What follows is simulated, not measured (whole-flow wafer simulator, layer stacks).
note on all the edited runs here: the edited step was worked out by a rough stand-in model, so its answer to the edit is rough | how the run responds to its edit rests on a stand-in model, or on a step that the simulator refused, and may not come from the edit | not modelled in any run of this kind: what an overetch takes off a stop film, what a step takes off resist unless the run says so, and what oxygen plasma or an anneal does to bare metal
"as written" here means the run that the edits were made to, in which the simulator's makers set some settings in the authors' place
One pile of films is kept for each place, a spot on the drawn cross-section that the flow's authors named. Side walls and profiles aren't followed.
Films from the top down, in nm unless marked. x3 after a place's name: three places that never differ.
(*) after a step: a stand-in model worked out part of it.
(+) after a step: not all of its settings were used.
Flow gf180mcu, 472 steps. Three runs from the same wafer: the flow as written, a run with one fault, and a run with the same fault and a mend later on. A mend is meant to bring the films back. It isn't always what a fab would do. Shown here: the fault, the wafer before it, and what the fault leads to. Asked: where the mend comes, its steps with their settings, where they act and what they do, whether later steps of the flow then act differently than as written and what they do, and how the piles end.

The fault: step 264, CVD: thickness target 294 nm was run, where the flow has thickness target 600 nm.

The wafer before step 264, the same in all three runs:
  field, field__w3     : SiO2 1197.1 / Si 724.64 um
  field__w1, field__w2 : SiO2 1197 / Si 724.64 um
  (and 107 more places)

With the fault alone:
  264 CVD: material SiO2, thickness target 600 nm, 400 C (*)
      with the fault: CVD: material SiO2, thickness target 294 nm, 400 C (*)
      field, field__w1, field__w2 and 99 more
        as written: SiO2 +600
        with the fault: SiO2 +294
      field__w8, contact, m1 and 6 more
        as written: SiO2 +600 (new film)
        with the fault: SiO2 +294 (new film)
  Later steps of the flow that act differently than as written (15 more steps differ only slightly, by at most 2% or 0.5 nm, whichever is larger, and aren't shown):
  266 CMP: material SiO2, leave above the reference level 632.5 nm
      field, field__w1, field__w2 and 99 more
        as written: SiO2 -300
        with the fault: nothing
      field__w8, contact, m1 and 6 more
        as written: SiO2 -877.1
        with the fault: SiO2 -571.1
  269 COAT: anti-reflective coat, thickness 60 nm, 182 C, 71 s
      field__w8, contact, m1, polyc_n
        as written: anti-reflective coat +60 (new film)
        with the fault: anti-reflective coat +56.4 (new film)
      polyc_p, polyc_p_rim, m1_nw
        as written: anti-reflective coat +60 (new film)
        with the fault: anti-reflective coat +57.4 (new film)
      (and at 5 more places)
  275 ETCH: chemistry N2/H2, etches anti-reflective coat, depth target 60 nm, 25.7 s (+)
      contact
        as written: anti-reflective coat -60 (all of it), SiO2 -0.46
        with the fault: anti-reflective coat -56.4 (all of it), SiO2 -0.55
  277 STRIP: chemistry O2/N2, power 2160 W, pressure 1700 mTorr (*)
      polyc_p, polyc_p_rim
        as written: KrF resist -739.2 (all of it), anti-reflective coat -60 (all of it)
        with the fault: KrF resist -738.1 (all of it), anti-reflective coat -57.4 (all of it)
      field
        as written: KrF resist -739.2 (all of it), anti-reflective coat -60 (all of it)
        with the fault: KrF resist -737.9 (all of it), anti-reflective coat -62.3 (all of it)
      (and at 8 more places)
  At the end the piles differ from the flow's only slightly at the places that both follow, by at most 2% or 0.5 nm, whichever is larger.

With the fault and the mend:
  The mend comes after step 264.
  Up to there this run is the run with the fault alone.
  264a CVD: material SiO2, thickness target 306 nm, 400 C (*) (the flow's step 264 once more, with other settings)
      field, field__w1, field__w2 and 108 more
        SiO2 +306
  No later step of the flow acts differently than as written at any place that is followed.
  At the end the piles are the same as the flow's at every place that both follow.
